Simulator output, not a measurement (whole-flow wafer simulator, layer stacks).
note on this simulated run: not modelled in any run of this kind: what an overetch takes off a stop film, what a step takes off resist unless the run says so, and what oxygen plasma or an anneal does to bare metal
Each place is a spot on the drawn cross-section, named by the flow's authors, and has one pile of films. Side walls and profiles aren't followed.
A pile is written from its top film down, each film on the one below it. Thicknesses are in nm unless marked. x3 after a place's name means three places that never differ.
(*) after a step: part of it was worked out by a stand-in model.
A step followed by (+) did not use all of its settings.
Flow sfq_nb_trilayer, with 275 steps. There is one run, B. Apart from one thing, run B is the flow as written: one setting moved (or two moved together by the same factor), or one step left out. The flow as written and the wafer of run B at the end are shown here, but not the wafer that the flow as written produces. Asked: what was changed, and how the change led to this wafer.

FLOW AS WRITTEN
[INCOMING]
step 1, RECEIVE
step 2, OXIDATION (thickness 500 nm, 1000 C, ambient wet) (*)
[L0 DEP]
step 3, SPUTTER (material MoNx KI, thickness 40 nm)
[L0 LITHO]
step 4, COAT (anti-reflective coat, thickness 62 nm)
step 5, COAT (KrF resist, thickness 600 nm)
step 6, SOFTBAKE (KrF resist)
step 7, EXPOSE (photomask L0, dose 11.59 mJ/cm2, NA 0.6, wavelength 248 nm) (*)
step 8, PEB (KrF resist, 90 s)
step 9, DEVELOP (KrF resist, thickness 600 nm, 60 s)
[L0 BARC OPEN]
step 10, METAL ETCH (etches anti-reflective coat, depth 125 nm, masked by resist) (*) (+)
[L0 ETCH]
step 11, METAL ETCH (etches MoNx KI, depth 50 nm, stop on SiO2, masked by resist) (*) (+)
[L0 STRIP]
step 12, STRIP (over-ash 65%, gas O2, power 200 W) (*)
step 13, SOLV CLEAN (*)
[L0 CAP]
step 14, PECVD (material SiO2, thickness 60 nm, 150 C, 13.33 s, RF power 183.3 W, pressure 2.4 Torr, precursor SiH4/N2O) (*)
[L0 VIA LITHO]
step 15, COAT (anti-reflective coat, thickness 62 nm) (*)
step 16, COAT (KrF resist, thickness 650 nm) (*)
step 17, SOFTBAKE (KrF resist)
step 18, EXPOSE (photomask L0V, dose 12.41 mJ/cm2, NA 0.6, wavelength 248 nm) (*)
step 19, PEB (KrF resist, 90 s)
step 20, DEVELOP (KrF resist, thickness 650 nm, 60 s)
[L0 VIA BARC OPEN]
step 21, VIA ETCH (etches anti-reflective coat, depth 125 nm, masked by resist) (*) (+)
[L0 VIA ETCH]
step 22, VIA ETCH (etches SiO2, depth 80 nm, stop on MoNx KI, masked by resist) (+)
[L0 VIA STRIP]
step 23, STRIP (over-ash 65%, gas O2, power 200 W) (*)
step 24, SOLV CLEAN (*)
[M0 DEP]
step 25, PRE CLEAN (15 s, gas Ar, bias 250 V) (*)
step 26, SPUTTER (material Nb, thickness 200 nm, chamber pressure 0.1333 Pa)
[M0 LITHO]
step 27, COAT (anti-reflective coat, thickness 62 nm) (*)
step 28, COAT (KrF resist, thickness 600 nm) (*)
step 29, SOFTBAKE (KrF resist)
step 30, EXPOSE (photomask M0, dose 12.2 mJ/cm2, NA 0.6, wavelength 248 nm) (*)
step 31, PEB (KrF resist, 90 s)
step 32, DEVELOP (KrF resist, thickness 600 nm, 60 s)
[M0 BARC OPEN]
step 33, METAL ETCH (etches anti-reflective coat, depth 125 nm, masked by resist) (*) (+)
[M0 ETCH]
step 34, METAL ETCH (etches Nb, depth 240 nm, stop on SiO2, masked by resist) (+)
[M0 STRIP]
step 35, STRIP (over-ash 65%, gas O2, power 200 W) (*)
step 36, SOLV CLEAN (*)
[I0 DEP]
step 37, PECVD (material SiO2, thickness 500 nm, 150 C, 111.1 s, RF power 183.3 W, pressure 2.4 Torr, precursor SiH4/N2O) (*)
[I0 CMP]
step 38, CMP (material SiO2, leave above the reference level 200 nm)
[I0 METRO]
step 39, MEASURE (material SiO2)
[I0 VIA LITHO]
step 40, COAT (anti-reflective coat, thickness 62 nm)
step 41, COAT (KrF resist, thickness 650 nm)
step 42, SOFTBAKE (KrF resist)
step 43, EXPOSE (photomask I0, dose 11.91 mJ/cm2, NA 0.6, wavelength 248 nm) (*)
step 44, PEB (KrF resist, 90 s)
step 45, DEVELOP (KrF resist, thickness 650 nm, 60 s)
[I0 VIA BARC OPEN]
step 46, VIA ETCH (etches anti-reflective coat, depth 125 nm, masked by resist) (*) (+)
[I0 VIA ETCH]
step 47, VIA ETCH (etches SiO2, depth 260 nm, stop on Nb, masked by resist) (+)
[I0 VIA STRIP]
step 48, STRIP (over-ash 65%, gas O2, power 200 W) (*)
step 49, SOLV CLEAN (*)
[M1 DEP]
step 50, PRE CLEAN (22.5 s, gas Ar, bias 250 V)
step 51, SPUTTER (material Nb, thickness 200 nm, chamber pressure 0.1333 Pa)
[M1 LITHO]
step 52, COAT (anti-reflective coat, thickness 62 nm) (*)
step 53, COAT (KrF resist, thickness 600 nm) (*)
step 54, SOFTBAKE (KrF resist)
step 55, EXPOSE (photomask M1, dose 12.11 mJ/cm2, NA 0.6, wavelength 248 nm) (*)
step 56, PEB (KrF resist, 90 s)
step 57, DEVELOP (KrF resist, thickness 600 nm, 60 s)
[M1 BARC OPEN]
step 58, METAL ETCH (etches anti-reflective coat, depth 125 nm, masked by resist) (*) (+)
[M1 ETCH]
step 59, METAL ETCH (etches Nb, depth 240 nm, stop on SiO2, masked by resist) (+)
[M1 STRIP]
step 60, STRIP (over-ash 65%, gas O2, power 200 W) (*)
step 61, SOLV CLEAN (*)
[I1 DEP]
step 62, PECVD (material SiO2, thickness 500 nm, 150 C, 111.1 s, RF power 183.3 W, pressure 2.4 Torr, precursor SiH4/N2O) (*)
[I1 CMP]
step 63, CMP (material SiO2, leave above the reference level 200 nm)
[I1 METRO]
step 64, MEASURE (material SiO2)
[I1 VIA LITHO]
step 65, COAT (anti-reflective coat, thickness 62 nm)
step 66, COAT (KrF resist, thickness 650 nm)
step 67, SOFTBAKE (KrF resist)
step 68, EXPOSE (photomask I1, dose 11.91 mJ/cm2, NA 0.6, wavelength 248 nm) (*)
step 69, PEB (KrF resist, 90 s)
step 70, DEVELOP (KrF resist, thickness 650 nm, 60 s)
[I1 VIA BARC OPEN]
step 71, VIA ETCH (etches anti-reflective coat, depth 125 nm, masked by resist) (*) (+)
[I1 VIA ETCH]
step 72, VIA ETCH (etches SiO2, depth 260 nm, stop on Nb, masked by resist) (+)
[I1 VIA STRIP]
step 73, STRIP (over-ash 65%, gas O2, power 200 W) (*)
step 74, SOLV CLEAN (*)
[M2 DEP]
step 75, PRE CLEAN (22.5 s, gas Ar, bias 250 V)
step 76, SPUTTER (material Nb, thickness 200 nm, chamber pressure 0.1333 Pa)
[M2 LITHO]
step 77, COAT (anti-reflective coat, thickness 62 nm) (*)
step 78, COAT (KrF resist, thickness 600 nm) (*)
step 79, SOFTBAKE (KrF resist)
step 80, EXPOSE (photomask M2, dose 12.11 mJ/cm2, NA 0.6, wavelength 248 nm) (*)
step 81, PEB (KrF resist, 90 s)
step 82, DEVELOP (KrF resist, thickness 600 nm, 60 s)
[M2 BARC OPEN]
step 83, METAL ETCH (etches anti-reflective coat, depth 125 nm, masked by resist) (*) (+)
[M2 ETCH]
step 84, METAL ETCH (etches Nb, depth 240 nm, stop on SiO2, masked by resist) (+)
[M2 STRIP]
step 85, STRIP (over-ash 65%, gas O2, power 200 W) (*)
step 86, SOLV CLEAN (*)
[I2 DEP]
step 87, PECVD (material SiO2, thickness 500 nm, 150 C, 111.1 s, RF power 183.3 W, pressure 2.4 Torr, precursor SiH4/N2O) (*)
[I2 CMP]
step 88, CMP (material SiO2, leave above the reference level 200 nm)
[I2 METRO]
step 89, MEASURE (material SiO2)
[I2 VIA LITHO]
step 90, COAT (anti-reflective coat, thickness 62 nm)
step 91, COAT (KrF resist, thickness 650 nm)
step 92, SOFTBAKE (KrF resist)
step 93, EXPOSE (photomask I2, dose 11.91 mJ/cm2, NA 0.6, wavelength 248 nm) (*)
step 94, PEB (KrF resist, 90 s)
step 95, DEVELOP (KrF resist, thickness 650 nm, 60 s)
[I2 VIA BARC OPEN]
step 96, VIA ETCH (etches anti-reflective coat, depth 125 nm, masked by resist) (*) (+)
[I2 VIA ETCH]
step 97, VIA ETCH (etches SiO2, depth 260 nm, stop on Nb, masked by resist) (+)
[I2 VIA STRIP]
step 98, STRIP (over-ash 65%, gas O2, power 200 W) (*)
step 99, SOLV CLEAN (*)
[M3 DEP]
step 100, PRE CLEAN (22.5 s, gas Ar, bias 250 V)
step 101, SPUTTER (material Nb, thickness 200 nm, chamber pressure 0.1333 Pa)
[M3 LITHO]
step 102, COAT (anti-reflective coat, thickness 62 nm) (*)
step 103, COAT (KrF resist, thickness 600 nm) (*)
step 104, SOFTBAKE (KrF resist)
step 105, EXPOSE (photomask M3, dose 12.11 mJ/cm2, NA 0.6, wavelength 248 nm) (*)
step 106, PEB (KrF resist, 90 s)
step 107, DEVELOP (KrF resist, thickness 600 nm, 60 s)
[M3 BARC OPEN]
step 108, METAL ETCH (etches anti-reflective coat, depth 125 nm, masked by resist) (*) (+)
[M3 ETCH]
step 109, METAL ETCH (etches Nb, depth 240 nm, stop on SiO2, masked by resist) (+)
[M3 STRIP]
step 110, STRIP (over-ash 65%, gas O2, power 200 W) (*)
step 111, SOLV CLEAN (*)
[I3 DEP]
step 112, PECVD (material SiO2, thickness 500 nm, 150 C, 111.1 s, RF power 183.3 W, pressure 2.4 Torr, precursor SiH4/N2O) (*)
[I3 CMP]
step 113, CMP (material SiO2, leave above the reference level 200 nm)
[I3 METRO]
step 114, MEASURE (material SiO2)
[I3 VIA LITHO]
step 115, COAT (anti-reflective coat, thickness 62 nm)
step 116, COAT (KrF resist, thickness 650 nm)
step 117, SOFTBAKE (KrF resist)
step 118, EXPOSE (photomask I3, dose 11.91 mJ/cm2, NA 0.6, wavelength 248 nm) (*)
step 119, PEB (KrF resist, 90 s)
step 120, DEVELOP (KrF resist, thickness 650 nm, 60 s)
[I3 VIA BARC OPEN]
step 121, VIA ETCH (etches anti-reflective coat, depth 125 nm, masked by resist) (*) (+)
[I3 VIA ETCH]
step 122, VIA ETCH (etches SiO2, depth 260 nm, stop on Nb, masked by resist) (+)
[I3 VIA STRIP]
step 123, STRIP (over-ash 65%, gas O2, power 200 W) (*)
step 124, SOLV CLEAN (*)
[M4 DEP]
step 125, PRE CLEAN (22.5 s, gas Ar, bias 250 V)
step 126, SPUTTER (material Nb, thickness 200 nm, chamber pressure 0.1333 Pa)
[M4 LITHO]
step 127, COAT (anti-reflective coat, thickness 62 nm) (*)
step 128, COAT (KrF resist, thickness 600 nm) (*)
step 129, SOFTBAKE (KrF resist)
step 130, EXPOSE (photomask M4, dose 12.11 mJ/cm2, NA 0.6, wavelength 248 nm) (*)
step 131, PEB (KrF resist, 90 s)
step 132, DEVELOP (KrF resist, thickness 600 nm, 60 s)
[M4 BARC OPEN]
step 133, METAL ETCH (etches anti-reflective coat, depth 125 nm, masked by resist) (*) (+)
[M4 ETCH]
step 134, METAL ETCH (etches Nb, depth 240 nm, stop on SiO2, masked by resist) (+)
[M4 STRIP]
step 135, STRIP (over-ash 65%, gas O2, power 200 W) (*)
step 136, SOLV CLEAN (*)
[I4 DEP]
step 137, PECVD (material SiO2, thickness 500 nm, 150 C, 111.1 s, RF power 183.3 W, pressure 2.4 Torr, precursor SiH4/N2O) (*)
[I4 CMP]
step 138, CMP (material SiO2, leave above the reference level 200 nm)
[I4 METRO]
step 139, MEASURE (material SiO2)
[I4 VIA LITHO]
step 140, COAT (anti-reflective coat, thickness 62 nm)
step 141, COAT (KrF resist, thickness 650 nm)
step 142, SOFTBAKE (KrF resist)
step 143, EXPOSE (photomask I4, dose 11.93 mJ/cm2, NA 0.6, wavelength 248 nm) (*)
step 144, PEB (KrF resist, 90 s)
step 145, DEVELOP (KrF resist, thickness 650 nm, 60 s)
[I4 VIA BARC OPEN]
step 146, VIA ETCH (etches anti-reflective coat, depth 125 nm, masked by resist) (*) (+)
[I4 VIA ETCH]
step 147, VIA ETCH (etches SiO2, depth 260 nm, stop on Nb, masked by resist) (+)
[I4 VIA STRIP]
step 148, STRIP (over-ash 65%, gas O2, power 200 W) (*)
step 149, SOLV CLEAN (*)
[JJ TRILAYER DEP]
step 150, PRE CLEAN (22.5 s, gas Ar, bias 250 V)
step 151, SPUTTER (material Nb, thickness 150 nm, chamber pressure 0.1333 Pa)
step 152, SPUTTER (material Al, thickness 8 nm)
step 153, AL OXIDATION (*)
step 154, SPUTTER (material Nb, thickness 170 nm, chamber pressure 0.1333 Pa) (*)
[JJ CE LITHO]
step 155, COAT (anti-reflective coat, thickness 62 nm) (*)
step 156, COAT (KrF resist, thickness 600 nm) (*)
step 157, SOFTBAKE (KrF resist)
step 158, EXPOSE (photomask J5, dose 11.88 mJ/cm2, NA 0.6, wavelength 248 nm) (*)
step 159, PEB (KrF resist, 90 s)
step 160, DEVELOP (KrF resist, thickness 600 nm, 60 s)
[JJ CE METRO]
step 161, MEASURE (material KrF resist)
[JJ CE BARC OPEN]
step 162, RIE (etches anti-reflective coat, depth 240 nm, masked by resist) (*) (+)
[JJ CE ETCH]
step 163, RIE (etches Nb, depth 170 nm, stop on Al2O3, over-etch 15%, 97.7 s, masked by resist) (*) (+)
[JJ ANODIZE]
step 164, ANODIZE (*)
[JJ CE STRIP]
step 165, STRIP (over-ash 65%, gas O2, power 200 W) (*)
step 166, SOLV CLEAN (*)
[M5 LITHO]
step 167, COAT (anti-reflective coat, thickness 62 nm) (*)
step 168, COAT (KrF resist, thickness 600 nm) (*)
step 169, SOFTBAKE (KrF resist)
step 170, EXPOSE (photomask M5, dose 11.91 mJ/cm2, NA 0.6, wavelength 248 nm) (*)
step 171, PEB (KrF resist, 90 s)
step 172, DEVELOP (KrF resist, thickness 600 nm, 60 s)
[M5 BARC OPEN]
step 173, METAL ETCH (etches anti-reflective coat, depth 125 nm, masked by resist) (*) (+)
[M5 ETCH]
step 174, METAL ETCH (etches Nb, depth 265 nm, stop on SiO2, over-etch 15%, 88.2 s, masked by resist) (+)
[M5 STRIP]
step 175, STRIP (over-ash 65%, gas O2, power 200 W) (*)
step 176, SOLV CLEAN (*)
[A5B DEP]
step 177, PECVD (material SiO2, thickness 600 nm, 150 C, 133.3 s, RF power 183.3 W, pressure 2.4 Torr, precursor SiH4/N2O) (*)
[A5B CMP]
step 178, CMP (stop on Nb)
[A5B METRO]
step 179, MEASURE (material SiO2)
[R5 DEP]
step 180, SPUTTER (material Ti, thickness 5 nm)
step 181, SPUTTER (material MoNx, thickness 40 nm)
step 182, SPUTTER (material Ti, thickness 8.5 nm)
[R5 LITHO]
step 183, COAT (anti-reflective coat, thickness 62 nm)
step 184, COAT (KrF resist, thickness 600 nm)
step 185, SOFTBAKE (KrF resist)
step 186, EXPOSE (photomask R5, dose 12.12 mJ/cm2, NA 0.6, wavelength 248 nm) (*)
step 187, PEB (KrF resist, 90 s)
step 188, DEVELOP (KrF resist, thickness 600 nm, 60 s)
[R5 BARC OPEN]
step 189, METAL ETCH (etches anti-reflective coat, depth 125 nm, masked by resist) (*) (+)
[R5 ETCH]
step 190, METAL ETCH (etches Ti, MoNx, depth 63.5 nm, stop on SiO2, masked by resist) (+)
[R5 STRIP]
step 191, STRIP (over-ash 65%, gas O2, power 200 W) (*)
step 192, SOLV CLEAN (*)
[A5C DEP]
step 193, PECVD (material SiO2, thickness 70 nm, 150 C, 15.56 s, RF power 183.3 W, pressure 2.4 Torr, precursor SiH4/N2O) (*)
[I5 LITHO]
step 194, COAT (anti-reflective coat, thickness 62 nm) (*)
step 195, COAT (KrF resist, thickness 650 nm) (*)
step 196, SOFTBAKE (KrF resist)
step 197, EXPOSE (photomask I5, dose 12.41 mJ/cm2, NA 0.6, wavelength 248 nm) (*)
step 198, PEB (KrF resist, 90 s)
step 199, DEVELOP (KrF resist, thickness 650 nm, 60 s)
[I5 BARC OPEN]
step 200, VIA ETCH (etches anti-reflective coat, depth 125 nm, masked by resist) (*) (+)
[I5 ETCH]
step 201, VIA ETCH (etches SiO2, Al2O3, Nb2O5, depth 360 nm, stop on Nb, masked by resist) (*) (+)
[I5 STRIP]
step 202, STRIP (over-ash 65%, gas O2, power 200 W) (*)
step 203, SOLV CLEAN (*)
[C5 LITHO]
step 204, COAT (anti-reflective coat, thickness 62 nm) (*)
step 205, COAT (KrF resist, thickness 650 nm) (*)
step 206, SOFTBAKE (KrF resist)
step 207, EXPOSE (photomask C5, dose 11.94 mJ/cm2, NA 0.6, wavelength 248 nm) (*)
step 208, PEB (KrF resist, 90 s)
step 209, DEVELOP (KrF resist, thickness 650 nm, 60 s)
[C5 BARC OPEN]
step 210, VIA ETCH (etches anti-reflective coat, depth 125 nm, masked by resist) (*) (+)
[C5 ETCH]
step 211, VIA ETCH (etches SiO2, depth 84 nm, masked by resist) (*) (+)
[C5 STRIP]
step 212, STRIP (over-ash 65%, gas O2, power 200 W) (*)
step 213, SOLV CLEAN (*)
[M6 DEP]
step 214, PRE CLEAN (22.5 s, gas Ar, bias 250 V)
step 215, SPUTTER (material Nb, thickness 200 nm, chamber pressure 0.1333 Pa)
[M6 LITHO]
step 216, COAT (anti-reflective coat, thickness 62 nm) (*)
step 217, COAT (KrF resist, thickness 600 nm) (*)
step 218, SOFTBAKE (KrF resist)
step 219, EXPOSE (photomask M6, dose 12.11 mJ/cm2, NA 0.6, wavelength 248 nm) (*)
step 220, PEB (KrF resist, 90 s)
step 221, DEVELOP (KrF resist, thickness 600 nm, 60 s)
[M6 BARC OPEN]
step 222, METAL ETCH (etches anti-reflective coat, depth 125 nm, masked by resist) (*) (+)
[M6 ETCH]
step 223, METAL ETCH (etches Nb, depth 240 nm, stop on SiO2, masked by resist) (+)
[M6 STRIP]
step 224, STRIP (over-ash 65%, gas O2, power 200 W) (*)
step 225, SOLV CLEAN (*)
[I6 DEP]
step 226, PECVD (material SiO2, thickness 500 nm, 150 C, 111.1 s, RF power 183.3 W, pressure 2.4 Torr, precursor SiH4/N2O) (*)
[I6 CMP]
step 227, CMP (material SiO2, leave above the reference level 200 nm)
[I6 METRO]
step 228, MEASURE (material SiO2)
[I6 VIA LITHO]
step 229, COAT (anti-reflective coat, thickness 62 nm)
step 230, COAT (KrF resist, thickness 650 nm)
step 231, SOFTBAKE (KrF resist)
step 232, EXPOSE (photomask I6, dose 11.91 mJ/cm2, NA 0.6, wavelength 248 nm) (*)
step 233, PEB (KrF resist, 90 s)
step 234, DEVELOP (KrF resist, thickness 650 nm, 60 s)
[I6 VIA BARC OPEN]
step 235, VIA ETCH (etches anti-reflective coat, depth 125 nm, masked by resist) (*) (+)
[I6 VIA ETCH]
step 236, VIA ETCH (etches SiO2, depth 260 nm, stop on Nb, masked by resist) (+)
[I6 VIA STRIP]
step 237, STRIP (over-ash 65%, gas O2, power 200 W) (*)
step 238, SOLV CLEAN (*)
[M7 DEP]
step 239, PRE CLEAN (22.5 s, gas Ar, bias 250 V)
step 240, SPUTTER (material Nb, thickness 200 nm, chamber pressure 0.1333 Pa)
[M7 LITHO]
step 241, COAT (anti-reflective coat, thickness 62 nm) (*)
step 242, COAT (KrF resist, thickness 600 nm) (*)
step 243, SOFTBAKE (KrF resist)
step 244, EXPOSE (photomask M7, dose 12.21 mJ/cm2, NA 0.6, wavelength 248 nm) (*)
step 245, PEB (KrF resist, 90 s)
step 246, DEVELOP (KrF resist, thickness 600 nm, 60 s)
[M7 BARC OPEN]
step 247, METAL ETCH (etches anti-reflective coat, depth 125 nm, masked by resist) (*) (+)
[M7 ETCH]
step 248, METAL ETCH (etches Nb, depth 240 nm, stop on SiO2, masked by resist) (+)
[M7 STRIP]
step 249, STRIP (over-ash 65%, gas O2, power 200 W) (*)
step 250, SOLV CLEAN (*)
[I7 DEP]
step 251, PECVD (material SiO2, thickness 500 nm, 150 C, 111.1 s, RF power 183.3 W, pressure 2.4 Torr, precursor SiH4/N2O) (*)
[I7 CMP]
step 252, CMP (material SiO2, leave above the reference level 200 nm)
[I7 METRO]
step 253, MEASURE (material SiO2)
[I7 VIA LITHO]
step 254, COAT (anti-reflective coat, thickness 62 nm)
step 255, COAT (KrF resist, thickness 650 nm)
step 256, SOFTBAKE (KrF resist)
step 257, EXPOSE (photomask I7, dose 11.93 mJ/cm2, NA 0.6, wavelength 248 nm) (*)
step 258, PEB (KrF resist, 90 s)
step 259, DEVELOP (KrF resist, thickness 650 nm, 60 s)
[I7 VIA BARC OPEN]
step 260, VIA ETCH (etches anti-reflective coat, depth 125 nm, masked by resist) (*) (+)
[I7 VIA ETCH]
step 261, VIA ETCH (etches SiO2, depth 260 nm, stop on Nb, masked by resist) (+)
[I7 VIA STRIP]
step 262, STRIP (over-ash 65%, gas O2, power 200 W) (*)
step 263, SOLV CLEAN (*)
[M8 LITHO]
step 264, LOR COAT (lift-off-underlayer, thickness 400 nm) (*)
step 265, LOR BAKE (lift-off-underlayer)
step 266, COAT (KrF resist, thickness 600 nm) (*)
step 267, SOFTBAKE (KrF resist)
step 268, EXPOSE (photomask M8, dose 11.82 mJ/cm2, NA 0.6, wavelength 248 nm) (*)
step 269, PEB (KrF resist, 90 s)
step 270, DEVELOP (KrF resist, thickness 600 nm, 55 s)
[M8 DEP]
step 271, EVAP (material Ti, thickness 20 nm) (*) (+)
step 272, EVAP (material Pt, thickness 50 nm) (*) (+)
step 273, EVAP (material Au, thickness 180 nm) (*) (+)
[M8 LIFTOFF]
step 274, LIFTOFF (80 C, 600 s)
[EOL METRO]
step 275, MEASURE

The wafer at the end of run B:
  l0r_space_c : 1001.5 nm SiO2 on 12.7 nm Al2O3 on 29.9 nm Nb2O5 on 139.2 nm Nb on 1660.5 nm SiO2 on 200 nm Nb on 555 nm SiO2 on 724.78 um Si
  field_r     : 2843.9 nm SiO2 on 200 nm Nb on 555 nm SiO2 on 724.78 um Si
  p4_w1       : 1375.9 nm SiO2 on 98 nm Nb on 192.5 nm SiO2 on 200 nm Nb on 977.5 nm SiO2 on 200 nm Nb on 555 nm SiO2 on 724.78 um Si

The reason: step 126, SPUTTER: thickness 98 nm was run, though the flow has thickness 200 nm.
The wafer lets one read it off: p4_w1 has Nb 98, and step 126 as written asks for 200 nm.

How this came from the change, step by step:
  step 126, SPUTTER (material Nb, thickness 200 nm, chamber pressure 0.1333 Pa)
      field_l, v_sur, via_wl and 102 more: Nb gains 98 (new film) (as written it would have been: Nb gains 200 (new film))
      via_v: Nb gains 80.8 (as written it would have been: Nb gains 165.5)
  step 127, COAT (anti-reflective coat, thickness 62 nm) (*)
      via_v: anti-reflective coat gains 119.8 (new film) (as written it would have been: anti-reflective coat gains 124.8 (new film))
  step 134, METAL ETCH (etches Nb, depth 240 nm, stop on SiO2, masked by resist) (+)
      field_l, be, be_sur and 64 more: Nb loses 98 (all of it) (as written it would have been: Nb loses 200 (all of it))
      v_sur, via_wl, via_w and 36 more: KrF resist loses 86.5 (as written it would have been: KrF resist loses 141.2)
  step 135, STRIP (over-ash 65%, gas O2, power 200 W) (*)
      p4_fl, p4_fm, p4_w1 and 26 more: KrF resist loses 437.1 (all of it), anti-reflective coat loses 62 (all of it) (as written it would have been: KrF resist loses 382.4 (all of it), anti-reflective coat loses 62 (all of it))
      lsp_m, ln_m6: KrF resist loses 436.7 (all of it), anti-reflective coat loses 61.8 (all of it) (as written it would have been: KrF resist loses 381.9 (all of it), anti-reflective coat loses 61.8 (all of it))
      (as well as at 8 more places)
  step 137, PECVD (material SiO2, thickness 500 nm, 150 C, 111.1 s, RF power 183.3 W, pressure 2.4 Torr, precursor SiH4/N2O) (*)
      p3_s0, p3_s1, p3_s2, p3_s3, p3_s4, p3_s5: SiO2 gains 500 (as written it would have been: SiO2 gains 557.1)
      via_v: SiO2 gains 586.6 (new film) (as written it would have been: SiO2 gains 615 (new film))
  step 138, CMP (material SiO2, leave above the reference level 200 nm)
      field_l, be, be_sur and 55 more: SiO2 loses 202 (as written it would have been: SiO2 loses 100)
      p3_s0, p3_s1, p3_s2, p3_s3, p3_s4, p3_s5: SiO2 loses 202 (as written it would have been: SiO2 loses 157.1)
      (as well as at 4 more places)
